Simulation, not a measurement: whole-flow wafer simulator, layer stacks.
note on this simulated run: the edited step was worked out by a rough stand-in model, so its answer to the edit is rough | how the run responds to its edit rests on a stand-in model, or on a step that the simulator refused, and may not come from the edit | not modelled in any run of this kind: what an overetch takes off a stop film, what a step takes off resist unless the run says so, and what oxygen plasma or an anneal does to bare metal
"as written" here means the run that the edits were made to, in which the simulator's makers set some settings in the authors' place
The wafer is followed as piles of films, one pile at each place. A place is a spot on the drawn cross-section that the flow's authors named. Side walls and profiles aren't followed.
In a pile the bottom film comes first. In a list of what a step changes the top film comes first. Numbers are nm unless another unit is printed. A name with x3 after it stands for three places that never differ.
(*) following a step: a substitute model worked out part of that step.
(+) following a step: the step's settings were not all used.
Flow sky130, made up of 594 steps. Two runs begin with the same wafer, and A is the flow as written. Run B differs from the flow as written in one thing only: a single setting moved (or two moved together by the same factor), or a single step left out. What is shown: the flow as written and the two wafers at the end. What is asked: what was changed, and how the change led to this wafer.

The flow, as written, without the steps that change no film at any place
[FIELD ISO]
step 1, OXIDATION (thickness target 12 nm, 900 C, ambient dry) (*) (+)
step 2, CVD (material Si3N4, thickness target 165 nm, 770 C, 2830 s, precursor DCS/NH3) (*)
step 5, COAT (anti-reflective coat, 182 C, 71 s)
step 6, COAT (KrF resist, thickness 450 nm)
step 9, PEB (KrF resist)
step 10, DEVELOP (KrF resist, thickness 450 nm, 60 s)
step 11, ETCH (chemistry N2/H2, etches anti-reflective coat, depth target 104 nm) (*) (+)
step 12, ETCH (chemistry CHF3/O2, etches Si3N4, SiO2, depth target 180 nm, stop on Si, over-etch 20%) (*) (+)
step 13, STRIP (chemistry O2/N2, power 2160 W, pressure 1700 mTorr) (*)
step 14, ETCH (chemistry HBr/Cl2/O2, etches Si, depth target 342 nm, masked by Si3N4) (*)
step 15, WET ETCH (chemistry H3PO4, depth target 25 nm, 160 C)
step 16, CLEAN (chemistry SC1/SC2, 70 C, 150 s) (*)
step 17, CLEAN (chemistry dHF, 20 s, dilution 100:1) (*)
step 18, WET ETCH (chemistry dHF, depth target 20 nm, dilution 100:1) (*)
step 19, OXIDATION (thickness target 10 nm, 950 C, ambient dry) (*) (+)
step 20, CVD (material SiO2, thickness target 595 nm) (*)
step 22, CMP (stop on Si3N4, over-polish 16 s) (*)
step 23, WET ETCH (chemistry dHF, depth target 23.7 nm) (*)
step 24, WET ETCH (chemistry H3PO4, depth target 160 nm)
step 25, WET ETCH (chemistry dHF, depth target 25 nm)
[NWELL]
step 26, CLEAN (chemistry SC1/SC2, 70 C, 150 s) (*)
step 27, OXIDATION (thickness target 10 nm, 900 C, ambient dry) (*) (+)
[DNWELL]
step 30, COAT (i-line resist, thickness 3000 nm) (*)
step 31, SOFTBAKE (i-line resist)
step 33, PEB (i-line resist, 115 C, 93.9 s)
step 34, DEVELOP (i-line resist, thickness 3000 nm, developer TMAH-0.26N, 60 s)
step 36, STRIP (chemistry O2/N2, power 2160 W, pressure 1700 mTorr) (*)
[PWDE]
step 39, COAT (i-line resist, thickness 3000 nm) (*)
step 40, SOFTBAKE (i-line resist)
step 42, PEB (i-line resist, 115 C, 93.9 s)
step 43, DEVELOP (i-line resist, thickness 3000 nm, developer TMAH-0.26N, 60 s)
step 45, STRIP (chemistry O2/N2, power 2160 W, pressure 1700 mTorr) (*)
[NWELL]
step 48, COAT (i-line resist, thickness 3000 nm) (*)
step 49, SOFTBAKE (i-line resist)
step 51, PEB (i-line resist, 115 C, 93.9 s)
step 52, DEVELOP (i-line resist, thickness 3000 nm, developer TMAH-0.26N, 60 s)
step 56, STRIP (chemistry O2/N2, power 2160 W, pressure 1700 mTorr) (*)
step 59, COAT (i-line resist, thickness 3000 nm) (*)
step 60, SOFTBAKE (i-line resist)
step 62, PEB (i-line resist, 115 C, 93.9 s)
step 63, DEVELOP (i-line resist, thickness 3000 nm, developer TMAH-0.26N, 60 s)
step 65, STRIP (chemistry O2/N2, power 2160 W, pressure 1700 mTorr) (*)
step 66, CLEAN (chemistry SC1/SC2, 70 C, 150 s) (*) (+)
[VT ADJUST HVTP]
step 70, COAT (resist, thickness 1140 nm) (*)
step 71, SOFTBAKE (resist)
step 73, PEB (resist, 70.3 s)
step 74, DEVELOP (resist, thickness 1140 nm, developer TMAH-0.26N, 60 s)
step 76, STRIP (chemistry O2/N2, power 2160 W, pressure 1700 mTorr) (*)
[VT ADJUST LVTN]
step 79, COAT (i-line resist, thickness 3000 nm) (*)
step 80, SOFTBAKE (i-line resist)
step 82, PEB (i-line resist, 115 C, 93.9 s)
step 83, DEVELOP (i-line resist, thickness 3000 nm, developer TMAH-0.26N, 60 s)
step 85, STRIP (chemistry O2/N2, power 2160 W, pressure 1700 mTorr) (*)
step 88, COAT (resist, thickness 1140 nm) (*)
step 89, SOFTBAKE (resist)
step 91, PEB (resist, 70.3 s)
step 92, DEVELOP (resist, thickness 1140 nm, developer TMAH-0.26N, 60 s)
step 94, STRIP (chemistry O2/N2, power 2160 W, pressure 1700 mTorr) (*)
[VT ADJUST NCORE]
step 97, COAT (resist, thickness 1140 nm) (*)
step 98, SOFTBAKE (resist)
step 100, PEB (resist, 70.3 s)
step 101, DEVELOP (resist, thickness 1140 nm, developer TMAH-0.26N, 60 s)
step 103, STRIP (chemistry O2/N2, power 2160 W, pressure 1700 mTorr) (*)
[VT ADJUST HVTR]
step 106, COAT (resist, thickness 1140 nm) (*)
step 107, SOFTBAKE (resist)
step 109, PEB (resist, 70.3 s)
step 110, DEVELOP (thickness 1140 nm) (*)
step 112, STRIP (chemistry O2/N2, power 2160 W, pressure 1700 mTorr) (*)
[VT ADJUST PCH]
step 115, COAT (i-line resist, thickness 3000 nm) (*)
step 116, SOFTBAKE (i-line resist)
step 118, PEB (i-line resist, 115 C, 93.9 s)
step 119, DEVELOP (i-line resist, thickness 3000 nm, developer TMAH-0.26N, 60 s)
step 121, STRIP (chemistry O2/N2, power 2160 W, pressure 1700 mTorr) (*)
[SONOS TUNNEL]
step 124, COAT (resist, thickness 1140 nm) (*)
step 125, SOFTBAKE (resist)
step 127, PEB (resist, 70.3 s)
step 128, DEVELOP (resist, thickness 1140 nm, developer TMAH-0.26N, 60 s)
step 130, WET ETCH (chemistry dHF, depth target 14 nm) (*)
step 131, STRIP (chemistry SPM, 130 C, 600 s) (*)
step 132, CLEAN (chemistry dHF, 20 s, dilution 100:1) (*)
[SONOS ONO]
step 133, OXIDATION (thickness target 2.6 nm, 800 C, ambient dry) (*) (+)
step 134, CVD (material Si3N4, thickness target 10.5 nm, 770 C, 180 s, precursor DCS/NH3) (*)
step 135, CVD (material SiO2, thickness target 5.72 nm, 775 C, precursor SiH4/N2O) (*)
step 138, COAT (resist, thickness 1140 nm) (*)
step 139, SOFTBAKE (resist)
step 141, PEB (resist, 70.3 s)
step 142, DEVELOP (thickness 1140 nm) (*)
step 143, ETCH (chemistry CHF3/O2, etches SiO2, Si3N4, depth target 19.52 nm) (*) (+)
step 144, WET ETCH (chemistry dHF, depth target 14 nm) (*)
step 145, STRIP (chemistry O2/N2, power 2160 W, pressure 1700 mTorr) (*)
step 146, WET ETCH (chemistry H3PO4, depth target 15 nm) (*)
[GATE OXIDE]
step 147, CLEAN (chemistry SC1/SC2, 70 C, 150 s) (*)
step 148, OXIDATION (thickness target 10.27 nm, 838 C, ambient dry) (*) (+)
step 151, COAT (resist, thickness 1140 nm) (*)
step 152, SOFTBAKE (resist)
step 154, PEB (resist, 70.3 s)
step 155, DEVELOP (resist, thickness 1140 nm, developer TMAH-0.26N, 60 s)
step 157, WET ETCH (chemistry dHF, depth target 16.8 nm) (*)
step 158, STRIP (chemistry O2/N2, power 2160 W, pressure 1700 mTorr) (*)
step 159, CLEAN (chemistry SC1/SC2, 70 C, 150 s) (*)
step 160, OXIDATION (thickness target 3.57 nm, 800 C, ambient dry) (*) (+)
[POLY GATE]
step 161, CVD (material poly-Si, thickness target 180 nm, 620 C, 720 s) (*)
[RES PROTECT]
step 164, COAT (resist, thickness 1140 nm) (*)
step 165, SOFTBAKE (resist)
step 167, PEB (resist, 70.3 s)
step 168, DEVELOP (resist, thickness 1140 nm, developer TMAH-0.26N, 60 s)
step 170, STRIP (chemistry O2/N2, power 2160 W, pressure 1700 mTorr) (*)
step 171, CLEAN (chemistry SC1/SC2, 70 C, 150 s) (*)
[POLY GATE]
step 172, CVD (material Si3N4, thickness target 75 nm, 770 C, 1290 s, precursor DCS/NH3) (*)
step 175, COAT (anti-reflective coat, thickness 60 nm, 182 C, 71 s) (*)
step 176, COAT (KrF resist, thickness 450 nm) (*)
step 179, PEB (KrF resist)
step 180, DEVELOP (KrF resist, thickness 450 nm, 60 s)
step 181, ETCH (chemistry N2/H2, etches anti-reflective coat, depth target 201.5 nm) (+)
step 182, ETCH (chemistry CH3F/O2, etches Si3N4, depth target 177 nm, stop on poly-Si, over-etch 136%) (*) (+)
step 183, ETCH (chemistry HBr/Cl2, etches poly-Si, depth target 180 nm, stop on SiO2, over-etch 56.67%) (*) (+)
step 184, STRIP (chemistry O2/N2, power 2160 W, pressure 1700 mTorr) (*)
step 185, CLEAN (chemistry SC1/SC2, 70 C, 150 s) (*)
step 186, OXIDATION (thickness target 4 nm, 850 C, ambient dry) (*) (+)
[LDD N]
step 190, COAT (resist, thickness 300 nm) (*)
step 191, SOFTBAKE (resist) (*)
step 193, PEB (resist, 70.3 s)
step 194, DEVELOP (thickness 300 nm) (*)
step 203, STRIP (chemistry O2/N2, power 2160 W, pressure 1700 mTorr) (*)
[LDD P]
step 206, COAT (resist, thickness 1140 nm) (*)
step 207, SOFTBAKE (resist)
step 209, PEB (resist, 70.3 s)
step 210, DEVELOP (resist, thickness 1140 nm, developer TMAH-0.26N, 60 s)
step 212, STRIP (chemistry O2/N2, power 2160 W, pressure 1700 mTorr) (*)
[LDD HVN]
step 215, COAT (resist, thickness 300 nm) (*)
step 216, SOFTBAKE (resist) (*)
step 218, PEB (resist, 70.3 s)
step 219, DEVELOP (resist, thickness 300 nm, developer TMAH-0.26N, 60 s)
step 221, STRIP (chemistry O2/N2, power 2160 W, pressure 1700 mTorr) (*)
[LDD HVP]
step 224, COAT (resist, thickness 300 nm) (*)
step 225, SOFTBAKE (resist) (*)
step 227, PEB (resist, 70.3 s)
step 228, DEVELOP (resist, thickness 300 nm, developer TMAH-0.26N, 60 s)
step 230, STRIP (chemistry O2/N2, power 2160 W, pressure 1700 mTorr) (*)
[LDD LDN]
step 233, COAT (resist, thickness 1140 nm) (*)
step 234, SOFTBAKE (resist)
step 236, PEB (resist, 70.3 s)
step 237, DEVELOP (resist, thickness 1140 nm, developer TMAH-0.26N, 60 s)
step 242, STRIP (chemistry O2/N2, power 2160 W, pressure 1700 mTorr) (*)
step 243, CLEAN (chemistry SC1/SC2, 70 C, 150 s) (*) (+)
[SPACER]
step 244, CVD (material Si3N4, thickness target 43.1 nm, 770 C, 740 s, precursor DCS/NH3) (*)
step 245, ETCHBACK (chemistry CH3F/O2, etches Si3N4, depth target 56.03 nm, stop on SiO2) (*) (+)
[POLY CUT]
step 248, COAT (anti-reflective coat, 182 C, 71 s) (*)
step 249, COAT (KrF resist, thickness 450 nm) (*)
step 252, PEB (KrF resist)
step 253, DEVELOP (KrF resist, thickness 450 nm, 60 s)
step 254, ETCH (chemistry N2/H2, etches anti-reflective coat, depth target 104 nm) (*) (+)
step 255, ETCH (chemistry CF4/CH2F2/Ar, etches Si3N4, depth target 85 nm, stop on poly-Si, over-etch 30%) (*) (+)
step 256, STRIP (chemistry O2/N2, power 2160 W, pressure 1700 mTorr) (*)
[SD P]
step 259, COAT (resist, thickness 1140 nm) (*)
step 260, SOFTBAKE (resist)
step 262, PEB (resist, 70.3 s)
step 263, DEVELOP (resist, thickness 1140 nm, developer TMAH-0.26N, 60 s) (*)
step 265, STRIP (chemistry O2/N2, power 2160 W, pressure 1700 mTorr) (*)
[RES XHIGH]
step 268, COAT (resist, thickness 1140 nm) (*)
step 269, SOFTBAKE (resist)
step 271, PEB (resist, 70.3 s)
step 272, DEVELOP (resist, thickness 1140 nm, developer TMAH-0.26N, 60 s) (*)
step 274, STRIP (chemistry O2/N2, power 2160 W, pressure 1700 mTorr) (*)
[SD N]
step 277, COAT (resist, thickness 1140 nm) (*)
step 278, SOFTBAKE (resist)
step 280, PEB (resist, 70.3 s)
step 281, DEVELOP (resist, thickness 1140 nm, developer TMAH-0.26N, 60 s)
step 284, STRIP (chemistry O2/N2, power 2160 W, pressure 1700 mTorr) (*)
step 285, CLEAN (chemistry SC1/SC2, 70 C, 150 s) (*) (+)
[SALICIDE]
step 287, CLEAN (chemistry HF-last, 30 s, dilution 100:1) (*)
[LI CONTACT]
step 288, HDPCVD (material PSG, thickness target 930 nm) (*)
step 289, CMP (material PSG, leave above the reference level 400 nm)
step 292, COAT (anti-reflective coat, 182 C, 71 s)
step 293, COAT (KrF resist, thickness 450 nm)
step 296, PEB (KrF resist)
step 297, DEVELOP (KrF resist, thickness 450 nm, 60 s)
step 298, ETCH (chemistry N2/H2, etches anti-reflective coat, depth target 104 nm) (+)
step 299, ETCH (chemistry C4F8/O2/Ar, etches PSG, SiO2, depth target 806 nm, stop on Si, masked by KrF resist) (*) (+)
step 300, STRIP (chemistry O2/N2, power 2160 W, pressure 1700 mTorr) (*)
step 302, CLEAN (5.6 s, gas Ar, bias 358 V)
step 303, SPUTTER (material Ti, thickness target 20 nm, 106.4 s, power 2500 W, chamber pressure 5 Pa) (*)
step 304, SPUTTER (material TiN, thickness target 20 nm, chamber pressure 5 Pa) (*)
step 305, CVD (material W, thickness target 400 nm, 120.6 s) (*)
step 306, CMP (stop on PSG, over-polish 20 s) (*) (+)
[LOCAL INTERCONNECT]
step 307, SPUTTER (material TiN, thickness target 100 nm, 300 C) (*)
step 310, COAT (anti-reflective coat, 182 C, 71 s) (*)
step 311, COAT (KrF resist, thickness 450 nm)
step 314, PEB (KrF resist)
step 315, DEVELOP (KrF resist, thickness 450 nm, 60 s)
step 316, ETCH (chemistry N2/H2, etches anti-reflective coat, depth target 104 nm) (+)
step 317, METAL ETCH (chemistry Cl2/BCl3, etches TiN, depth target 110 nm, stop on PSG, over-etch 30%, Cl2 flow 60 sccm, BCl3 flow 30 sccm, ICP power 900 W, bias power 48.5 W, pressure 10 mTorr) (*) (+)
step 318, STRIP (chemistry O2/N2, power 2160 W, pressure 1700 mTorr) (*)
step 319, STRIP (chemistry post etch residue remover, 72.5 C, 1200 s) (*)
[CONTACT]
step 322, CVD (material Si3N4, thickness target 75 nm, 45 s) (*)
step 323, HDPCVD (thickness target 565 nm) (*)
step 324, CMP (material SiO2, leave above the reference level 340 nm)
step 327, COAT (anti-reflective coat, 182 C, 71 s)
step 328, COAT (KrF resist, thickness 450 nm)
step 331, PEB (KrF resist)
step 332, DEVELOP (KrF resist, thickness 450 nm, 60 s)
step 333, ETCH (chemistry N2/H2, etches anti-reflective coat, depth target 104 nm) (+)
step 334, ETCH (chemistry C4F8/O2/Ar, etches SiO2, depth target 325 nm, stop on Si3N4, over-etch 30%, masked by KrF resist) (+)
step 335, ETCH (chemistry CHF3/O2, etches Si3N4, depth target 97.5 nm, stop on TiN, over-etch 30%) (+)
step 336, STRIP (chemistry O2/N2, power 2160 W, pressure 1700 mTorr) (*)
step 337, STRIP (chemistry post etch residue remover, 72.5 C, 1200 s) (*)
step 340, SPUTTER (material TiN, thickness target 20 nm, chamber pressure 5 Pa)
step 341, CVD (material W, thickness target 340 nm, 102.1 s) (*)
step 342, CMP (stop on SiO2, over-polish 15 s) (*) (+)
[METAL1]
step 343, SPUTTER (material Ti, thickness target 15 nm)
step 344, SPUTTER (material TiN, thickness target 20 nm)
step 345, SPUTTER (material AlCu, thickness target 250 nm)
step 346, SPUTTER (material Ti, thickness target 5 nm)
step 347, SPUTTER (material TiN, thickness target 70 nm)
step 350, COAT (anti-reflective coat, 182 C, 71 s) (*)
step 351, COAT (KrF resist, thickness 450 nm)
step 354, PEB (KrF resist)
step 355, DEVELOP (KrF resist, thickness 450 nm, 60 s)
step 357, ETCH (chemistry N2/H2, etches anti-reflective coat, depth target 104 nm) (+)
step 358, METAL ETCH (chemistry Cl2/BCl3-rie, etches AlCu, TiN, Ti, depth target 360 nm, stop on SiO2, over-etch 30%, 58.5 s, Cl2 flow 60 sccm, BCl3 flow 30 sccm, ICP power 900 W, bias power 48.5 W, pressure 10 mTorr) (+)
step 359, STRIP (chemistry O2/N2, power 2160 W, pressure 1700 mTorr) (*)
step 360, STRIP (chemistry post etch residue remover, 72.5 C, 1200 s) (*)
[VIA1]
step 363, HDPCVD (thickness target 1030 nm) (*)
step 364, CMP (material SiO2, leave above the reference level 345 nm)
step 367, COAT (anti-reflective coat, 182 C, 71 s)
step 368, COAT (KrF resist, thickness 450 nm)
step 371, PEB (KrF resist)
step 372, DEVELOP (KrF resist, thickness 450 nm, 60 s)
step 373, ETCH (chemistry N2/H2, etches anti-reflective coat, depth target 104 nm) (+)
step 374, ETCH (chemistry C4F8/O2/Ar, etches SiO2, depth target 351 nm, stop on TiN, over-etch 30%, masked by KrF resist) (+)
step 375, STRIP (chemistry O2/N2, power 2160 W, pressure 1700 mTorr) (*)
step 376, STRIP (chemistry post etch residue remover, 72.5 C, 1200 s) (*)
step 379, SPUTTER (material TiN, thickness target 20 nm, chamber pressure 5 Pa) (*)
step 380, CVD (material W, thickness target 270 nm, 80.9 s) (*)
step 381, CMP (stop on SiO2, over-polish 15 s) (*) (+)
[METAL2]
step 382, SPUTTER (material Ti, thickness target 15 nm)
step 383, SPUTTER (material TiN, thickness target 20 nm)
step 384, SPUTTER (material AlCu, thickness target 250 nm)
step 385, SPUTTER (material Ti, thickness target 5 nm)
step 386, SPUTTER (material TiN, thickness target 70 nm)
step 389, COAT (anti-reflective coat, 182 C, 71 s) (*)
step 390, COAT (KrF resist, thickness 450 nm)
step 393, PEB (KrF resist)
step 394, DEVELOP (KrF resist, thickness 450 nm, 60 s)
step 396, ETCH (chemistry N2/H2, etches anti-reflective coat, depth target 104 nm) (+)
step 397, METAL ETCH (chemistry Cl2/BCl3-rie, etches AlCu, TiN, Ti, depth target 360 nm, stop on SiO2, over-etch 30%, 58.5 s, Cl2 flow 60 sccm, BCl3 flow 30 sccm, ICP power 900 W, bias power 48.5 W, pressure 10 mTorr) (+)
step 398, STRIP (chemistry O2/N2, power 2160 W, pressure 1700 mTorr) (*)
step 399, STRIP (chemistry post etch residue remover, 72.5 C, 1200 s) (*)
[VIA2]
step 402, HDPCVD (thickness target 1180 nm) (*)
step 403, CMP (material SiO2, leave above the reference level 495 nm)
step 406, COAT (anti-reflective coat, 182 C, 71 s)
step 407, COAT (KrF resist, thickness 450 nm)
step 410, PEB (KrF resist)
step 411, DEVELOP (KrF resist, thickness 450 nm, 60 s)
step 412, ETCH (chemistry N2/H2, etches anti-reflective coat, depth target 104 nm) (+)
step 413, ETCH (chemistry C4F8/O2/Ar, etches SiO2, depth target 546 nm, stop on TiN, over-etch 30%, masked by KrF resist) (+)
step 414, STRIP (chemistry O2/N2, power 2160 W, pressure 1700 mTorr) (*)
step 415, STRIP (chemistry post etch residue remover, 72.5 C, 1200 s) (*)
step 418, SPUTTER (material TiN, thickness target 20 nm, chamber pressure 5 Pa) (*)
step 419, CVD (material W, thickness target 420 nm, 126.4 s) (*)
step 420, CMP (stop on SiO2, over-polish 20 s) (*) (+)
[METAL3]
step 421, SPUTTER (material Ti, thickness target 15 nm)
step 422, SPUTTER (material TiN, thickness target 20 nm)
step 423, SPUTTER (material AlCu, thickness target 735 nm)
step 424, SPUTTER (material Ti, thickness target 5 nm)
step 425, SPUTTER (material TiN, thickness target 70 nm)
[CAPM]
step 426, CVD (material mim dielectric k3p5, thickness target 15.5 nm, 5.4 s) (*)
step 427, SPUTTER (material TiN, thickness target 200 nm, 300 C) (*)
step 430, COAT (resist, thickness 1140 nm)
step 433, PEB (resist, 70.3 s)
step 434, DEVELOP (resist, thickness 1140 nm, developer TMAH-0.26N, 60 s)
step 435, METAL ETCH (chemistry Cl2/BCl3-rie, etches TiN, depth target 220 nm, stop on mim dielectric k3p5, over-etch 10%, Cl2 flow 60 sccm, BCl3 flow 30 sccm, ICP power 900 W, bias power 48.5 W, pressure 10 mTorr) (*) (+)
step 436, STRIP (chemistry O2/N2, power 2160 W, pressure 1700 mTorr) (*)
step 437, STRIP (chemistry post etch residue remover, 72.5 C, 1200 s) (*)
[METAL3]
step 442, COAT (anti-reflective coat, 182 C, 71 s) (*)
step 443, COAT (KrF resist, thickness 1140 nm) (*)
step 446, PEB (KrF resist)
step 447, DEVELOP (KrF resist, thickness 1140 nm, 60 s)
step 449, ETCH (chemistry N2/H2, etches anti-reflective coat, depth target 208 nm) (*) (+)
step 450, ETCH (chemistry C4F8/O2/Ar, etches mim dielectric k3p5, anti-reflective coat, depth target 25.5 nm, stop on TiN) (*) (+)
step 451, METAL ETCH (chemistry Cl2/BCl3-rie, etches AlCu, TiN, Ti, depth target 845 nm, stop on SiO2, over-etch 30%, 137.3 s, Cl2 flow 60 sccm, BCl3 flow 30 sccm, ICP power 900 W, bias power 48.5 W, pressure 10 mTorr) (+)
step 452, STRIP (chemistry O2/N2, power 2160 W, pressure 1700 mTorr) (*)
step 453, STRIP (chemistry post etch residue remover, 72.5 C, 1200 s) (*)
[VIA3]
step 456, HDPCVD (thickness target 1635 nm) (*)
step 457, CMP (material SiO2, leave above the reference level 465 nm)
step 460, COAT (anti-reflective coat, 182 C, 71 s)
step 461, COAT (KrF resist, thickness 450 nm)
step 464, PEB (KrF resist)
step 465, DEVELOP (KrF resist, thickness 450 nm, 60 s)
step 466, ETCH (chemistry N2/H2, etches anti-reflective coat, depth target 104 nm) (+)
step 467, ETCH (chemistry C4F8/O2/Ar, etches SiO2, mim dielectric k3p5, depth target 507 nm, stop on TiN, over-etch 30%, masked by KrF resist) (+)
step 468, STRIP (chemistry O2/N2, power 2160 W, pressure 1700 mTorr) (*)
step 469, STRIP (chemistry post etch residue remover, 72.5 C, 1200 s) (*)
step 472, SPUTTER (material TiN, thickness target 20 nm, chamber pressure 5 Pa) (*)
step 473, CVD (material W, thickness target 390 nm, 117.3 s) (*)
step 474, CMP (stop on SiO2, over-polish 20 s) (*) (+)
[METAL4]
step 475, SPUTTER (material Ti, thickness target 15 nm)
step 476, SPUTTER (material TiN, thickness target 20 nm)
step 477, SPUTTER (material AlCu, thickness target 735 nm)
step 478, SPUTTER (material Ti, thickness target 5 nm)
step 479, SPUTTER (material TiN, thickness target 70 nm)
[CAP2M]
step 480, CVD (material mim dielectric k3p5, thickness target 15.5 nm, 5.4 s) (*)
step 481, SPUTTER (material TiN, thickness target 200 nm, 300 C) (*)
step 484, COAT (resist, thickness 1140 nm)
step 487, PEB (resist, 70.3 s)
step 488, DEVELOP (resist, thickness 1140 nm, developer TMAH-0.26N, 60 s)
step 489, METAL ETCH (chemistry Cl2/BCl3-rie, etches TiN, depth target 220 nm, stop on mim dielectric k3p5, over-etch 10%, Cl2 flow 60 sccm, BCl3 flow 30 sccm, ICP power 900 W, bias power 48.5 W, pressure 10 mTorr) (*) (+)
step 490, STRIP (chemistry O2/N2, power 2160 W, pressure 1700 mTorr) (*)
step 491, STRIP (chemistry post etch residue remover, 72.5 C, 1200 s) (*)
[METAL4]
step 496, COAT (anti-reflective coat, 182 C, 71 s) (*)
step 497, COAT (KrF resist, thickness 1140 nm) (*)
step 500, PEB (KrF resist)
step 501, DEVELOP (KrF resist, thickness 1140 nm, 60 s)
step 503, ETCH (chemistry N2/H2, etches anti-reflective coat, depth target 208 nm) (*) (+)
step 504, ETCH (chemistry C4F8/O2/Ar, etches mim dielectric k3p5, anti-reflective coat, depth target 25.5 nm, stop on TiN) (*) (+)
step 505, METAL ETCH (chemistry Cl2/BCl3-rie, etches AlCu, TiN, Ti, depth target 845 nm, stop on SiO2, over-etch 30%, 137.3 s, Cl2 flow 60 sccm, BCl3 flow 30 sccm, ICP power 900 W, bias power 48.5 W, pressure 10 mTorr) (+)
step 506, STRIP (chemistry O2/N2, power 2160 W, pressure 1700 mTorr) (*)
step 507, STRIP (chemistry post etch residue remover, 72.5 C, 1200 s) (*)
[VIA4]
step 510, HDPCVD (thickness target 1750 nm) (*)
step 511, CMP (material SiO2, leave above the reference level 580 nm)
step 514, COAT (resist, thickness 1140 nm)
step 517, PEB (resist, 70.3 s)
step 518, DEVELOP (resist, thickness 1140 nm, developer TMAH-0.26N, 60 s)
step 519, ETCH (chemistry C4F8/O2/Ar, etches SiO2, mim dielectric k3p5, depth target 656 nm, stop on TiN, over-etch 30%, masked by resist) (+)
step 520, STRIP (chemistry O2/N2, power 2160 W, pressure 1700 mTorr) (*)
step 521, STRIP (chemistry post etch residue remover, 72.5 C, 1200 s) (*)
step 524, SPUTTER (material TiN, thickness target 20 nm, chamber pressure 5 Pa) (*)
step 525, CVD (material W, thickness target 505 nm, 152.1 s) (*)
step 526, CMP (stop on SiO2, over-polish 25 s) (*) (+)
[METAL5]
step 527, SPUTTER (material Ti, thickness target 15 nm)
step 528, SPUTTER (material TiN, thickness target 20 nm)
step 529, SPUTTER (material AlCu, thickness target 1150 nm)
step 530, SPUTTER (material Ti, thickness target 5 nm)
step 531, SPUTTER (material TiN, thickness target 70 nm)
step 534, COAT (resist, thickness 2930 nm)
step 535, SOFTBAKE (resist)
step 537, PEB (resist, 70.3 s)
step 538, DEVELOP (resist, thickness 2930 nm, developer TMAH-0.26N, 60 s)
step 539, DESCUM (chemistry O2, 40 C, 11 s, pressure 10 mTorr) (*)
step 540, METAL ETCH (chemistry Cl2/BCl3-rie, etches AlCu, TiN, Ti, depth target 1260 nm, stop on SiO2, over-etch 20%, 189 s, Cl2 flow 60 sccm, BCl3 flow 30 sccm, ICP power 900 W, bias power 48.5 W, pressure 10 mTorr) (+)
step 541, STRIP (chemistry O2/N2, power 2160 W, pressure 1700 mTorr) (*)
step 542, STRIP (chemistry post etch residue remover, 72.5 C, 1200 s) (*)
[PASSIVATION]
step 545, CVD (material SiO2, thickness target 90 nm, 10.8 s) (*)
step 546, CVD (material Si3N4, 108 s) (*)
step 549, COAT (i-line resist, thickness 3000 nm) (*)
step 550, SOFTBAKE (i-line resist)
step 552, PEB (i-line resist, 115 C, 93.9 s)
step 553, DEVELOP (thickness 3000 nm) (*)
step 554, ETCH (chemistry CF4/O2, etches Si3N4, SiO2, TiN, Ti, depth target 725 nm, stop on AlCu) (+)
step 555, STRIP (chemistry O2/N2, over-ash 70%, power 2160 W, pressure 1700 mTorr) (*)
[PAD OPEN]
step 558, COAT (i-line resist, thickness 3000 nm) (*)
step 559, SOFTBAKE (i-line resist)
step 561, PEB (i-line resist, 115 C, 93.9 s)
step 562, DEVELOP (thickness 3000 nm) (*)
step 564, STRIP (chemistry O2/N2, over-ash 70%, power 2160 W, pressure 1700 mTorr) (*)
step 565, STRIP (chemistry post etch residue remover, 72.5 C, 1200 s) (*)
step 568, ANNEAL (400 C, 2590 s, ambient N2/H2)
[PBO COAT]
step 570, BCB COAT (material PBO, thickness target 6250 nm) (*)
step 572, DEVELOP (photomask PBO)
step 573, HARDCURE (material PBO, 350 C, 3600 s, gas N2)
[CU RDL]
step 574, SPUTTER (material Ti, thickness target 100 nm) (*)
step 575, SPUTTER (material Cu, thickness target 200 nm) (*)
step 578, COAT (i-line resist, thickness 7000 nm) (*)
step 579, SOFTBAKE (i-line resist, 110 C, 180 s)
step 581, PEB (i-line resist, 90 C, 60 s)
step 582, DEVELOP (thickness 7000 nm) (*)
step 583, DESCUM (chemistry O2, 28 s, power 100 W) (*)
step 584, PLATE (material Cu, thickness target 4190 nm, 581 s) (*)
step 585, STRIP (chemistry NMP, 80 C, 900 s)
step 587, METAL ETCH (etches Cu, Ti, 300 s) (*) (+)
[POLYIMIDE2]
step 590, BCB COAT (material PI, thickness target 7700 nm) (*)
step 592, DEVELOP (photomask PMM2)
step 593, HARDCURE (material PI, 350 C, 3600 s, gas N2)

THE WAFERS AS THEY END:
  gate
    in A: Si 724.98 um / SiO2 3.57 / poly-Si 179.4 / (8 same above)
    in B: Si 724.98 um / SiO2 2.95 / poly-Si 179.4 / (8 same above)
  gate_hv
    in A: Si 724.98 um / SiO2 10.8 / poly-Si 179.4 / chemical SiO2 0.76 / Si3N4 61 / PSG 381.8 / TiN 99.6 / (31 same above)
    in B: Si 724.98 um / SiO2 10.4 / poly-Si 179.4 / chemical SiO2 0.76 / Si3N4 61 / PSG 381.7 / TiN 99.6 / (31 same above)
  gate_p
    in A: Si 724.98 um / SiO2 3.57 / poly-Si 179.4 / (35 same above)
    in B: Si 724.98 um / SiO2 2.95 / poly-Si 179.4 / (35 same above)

The reason: step 160, OXIDATION: 760 C was run, while the flow as written has 800 C.

How this came from the change, step by step:
  step 160, OXIDATION (thickness target 3.57 nm, 800 C, ambient dry) (*) (+)
      active, n_well, p_well and 58 more: A SiO2 gains 3.57 (new film), chemical SiO2 loses 0.76 (all of it), Si loses 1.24 | B SiO2 gains 2.95 (new film), chemical SiO2 loses 0.76 (all of it), Si loses 0.96
